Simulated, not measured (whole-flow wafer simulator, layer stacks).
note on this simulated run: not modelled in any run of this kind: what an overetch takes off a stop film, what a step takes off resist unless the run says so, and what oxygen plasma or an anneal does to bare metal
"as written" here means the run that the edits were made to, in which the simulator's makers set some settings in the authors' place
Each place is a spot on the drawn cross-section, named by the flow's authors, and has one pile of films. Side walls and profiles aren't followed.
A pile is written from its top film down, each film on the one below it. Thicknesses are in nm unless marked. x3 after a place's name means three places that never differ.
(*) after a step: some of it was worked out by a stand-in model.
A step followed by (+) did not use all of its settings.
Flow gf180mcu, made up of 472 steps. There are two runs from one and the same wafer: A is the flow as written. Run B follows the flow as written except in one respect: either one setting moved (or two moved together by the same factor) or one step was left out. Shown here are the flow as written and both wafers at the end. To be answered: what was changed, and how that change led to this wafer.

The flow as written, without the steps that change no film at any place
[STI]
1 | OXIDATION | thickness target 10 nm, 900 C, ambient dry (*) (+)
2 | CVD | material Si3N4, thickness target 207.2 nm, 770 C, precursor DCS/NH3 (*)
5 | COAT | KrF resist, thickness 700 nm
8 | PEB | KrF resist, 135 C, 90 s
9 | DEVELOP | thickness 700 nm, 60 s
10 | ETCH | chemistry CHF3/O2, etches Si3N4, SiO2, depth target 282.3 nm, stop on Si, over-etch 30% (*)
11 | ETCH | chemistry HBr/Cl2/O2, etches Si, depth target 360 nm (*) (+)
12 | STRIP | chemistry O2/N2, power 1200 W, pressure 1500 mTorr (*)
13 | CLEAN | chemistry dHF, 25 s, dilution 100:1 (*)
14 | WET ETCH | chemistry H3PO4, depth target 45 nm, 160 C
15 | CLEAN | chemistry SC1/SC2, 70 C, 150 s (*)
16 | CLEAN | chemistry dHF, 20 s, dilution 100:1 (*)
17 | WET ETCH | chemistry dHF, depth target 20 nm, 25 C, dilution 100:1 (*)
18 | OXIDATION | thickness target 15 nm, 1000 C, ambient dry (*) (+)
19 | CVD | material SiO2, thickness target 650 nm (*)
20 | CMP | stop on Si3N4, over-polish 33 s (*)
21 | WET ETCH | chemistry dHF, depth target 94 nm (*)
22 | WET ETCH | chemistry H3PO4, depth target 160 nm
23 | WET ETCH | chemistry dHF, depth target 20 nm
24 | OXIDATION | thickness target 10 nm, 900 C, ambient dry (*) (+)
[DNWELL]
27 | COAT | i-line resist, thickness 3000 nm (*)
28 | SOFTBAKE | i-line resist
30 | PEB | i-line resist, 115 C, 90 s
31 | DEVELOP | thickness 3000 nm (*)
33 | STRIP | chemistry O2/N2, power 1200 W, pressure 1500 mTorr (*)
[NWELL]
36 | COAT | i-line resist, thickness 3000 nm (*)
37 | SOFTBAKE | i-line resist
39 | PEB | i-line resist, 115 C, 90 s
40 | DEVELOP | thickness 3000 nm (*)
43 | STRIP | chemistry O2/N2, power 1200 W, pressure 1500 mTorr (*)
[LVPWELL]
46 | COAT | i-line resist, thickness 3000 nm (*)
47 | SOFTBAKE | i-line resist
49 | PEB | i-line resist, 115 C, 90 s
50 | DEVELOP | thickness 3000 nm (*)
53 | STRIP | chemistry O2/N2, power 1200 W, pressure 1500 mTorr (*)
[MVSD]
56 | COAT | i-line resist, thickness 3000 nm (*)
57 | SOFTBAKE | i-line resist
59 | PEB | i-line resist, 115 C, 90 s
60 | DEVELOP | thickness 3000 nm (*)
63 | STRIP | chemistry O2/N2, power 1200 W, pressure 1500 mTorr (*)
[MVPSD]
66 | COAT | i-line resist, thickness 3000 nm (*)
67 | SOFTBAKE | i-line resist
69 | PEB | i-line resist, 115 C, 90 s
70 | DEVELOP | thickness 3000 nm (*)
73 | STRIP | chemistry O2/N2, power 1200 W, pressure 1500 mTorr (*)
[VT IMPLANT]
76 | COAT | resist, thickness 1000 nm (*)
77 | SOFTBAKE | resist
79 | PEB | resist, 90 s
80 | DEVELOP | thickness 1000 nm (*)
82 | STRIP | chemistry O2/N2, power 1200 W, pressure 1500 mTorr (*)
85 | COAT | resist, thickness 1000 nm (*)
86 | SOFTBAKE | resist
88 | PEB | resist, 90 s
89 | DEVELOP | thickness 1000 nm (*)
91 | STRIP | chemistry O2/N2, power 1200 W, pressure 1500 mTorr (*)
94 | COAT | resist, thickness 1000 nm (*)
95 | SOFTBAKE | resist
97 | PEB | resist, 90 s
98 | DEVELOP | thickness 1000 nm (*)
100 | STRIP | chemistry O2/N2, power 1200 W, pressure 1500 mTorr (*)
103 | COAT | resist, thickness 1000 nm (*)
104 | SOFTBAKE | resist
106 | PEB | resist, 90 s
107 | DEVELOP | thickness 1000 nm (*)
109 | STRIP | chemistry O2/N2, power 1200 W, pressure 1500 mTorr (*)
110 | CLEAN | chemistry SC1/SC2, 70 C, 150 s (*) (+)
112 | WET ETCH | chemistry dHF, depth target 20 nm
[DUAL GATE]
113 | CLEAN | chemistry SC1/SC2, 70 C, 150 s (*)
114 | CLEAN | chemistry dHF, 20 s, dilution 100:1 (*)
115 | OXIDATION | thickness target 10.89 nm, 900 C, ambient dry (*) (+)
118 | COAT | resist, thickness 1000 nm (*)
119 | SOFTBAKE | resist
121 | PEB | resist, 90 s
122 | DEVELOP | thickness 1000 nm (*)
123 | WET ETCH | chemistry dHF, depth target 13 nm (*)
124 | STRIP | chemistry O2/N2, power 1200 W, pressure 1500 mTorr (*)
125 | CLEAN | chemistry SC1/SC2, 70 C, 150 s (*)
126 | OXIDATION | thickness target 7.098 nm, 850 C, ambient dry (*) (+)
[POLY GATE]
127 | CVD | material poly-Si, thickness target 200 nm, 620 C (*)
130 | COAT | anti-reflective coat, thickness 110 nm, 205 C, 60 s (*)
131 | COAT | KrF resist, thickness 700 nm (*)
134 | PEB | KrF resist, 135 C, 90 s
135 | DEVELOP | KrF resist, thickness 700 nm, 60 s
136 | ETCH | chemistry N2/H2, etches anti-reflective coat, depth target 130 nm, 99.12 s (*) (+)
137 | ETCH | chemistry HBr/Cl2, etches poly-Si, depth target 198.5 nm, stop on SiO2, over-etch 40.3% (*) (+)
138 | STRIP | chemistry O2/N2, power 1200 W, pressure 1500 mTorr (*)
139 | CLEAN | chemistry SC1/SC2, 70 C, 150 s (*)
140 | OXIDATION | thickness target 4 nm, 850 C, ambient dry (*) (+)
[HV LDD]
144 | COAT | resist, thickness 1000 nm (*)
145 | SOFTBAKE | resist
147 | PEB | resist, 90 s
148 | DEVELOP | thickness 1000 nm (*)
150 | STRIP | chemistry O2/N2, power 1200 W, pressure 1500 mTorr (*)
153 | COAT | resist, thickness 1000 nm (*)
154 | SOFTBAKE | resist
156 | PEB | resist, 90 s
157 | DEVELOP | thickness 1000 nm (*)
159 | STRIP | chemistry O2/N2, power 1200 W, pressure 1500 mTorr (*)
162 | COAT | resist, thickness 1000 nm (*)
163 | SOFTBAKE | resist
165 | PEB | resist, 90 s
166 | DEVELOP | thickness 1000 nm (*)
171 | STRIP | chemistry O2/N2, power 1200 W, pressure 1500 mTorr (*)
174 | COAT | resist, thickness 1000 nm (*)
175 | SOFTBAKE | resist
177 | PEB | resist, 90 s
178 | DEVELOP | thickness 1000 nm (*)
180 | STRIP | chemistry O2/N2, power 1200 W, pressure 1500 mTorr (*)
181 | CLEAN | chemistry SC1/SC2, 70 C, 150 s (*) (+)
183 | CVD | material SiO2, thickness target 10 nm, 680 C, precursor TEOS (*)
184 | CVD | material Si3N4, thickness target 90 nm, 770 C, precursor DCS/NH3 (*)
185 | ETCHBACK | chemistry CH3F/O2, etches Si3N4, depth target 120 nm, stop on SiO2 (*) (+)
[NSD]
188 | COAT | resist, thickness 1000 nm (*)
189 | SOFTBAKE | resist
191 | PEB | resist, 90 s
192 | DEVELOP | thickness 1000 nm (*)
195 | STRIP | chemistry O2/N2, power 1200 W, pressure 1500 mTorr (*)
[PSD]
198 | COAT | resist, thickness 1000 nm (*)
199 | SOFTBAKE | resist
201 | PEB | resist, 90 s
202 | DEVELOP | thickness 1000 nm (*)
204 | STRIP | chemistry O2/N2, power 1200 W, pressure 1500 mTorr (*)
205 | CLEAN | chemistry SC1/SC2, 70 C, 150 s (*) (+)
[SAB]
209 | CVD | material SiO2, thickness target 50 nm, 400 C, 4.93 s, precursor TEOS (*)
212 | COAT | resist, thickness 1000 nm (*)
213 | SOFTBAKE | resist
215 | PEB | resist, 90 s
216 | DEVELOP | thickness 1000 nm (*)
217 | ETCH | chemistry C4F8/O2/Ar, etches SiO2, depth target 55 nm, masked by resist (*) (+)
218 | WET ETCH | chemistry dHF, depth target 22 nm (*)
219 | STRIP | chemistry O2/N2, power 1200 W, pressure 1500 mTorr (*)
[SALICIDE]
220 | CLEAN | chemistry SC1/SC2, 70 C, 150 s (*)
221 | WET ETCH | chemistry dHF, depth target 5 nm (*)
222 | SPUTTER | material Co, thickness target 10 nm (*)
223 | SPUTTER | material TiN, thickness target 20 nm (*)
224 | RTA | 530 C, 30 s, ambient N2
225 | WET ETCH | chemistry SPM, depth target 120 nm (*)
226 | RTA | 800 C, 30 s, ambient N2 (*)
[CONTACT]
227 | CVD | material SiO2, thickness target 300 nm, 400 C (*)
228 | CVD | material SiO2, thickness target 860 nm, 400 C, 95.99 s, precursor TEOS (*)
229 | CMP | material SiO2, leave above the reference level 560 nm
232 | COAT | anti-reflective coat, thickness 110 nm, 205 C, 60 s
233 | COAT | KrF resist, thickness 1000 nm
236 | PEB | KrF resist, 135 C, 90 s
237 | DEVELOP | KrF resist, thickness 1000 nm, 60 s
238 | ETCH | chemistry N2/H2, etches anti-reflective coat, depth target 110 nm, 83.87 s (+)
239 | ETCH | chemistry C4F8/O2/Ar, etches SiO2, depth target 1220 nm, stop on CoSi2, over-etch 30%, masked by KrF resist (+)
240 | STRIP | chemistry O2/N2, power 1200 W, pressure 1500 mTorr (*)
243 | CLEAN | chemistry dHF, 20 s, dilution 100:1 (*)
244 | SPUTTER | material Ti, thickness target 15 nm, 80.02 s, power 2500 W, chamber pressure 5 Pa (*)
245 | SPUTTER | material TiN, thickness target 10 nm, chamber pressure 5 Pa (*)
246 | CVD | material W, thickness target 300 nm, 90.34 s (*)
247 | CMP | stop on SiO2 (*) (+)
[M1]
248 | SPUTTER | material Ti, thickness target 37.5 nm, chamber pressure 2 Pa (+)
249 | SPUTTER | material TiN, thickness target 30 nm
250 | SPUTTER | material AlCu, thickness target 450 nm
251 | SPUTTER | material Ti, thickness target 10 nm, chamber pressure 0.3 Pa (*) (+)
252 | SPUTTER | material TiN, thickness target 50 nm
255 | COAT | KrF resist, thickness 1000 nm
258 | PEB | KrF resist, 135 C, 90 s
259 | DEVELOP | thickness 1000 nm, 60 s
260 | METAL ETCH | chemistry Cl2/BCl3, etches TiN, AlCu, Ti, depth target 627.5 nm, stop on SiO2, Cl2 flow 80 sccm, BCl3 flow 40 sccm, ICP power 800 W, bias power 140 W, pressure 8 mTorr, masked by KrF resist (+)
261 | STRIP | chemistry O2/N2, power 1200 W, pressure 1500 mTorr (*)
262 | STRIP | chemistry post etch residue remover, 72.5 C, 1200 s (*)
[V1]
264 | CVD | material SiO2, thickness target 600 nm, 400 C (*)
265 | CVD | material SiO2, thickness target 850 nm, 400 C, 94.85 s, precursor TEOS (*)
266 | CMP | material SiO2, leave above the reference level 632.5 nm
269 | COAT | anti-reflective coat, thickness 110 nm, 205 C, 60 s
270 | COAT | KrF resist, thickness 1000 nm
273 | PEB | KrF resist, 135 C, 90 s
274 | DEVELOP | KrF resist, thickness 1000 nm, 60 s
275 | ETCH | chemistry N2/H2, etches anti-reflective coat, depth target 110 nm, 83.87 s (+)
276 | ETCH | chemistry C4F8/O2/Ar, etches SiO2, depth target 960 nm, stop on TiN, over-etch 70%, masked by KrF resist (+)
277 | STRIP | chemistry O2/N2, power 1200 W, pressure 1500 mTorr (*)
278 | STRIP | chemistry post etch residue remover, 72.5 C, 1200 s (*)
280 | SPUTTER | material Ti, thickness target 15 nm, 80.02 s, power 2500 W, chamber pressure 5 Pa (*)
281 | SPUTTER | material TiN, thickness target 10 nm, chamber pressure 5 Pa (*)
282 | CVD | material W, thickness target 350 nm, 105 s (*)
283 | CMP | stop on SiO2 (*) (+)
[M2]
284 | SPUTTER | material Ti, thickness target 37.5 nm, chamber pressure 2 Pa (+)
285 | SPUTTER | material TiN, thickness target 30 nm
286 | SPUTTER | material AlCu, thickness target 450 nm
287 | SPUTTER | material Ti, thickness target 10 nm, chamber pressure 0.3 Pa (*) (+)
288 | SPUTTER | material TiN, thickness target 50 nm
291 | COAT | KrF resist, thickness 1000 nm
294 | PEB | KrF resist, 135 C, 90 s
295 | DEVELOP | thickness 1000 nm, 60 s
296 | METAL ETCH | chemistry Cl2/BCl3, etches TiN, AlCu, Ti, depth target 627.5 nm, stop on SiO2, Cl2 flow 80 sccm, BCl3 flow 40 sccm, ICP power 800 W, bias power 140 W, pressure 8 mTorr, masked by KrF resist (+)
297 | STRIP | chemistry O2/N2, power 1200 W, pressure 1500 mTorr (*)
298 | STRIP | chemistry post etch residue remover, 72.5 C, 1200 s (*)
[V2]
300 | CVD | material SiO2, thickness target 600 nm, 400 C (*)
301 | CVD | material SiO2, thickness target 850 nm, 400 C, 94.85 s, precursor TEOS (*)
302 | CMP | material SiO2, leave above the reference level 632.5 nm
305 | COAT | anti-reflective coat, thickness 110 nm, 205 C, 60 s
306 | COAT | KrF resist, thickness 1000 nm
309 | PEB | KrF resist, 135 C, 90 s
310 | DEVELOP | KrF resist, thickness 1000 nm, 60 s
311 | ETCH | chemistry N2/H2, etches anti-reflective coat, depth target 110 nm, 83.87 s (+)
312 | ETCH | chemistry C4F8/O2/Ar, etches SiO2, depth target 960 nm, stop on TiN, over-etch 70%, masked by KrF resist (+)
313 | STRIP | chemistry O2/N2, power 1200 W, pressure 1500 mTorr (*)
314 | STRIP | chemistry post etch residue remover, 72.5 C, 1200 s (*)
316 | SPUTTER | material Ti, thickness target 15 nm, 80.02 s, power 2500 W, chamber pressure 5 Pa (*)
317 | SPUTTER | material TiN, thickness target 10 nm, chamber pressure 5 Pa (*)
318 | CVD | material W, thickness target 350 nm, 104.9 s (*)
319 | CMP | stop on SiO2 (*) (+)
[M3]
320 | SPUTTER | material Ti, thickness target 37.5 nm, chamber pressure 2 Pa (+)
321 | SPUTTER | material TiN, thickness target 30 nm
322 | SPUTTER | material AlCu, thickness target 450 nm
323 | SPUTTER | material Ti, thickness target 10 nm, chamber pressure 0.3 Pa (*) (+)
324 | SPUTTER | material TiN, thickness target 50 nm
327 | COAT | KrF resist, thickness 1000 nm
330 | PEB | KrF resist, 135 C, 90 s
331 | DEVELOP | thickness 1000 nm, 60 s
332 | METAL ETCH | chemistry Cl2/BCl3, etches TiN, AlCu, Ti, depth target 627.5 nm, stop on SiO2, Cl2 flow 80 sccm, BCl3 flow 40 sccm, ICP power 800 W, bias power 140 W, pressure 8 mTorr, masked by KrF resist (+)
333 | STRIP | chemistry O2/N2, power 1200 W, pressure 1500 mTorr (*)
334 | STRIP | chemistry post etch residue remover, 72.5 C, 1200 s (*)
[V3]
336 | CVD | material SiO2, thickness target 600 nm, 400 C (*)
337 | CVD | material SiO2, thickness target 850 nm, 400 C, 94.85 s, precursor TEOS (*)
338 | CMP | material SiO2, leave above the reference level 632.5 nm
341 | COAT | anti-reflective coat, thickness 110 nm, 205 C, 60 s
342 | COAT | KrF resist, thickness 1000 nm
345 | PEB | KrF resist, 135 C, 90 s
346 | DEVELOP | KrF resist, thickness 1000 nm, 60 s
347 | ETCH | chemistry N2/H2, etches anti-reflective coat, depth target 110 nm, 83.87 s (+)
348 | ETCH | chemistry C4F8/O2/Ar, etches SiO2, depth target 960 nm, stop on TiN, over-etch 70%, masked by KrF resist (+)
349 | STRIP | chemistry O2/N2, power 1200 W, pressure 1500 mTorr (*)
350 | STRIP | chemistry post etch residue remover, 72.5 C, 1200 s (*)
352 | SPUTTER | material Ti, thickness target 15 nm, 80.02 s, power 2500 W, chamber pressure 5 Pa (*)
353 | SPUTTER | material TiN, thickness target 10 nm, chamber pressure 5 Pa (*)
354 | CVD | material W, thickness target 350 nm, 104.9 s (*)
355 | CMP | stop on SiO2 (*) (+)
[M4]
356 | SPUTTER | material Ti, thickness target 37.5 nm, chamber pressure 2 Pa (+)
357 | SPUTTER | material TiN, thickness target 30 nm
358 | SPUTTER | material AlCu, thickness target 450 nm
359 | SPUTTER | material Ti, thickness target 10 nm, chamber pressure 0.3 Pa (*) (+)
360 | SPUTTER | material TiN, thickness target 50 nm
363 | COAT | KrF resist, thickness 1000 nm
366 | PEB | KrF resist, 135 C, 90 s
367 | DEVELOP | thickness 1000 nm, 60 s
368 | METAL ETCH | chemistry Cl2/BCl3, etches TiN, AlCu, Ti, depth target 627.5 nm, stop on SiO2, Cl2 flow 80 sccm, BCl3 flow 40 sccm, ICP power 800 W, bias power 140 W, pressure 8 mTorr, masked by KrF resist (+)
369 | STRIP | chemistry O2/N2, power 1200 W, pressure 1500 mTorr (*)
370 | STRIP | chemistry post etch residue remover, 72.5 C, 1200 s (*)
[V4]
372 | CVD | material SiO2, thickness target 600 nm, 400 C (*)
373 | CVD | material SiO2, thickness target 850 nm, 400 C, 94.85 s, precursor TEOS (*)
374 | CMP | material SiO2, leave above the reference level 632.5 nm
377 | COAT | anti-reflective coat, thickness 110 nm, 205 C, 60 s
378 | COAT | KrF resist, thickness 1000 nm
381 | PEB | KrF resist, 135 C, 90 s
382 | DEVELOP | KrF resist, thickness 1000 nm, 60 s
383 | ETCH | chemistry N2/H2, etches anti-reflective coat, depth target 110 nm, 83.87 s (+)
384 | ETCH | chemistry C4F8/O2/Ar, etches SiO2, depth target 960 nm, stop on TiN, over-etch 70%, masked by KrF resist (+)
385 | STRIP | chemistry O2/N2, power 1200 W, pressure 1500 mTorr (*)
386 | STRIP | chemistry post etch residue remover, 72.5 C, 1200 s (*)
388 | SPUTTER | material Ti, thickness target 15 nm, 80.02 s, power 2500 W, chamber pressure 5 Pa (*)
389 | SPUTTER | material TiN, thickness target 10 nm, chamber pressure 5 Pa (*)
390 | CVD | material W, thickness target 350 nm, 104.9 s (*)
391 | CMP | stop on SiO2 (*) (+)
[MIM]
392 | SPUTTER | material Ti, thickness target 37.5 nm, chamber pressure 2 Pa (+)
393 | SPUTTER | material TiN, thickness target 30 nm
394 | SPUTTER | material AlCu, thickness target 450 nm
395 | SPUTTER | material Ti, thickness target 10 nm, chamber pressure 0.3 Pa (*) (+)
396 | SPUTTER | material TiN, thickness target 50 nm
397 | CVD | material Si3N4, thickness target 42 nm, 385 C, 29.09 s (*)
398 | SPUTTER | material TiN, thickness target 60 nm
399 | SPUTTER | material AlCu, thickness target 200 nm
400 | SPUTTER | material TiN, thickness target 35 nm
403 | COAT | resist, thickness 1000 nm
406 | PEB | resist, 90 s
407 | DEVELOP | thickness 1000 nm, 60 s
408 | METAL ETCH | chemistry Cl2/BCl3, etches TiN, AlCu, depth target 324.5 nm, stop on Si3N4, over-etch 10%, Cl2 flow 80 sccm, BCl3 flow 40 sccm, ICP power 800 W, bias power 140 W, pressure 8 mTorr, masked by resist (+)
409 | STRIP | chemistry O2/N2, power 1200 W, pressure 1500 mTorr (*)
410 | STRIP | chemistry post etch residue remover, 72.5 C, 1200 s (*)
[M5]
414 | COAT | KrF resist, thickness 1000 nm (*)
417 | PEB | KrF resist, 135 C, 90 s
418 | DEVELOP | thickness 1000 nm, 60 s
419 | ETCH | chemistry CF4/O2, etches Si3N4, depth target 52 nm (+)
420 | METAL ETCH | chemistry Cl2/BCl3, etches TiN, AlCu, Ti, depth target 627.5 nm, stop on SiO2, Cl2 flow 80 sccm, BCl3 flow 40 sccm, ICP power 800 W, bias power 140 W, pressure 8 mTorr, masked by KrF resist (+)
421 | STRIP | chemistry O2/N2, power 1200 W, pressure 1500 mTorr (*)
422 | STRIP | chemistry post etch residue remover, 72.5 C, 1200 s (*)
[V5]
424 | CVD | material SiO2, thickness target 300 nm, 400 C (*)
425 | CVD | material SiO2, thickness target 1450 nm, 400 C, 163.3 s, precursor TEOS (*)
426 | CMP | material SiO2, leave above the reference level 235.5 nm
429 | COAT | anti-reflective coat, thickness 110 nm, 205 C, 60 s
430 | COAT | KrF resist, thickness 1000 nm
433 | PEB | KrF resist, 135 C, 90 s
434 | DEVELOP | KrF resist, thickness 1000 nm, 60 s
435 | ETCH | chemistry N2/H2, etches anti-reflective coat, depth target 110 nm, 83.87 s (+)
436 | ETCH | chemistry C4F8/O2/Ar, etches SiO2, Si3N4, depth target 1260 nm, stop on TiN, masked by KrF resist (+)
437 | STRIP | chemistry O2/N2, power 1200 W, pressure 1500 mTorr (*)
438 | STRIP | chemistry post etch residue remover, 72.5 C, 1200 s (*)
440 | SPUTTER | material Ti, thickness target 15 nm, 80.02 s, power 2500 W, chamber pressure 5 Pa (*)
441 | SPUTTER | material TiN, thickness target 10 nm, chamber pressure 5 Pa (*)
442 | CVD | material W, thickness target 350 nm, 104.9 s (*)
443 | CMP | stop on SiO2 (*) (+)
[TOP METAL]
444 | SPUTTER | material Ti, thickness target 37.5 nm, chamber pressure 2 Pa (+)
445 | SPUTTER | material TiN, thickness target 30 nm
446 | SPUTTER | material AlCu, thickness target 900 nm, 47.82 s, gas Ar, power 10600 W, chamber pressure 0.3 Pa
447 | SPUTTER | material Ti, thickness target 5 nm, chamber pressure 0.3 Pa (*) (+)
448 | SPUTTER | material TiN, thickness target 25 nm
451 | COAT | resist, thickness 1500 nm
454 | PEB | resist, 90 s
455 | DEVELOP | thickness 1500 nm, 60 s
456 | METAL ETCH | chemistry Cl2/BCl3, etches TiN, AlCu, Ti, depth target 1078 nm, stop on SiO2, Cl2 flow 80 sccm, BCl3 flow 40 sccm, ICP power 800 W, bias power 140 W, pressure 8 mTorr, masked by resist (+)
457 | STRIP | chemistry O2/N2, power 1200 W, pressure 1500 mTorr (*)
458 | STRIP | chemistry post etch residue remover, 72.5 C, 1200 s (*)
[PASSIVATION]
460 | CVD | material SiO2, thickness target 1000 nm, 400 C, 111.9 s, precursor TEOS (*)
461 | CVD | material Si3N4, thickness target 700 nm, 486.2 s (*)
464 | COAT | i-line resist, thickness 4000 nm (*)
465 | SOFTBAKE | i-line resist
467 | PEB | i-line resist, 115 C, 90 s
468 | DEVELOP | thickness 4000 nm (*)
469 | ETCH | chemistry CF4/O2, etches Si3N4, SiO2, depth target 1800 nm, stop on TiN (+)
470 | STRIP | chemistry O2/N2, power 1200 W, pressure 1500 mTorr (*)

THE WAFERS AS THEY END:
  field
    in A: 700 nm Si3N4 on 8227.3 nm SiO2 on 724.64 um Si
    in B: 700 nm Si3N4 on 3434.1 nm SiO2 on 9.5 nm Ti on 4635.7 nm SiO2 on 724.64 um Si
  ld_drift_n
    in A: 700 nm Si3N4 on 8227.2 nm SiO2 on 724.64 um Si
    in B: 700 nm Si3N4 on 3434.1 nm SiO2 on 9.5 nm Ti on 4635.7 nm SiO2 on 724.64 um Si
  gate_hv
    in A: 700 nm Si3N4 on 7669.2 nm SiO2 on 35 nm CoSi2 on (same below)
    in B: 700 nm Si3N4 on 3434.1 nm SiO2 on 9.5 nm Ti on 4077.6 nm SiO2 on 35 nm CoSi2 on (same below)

The reason: step 358, SPUTTER: thickness target 302 nm was run, while the flow as written has thickness target 450 nm; step 368, METAL ETCH: depth target 420 nm was run, where the flow has depth target 627.5 nm.

How this came from the change, step by step:
  358 | SPUTTER | material AlCu, thickness target 450 nm
      field, field__w1, field__w2 and 108 more: A +450 AlCu (new film) | B +302 AlCu (new film)
  368 | METAL ETCH | chemistry Cl2/BCl3, etches TiN, AlCu, Ti, depth target 627.5 nm, stop on SiO2, Cl2 flow 80 sccm, BCl3 flow 40 sccm, ICP power 800 W, bias power 140 W, pressure 8 mTorr, masked by KrF resist (+)
      field, field__w1, field__w2 and 103 more: A -50 TiN (all of it), -10 Ti (all of it), -450 AlCu (all of it), -30 TiN (all of it), -37.5 Ti (all of it) | B -50 TiN (all of it), -10 Ti (all of it), -302 AlCu (all of it), -30 TiN (all of it), -28 Ti
      field__w8, contact, m1, m1__w1, m1_nw: A -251 KrF resist | B -168 KrF resist
  369 | STRIP | chemistry O2/N2, power 1200 W, pressure 1500 mTorr (*)
      field__w8, contact, m1, m1__w1, m1_nw: A -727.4 KrF resist (all of it) | B -810.4 KrF resist (all of it)
  372 | CVD | material SiO2, thickness target 600 nm, 400 C (*)
      field, field__w1, field__w2 and 103 more: A +600 SiO2 | B +600 SiO2 (new film)
  374 | CMP | material SiO2, leave above the reference level 632.5 nm
      field, field__w1, field__w2 and 103 more: A -300 SiO2 | B -457.5 SiO2
Taking metal films that touch as one body, field has 1 body; the flow as written gives 0 bodies.
Taking metal films that touch as one body, ld_drift_n has 1 body; the flow as written gives 0 bodies.
Taking metal films that touch as one body, gate_hv has 2 bodies (between them, from the top down: SiO2 4077.6); the flow as written gives 1 body.
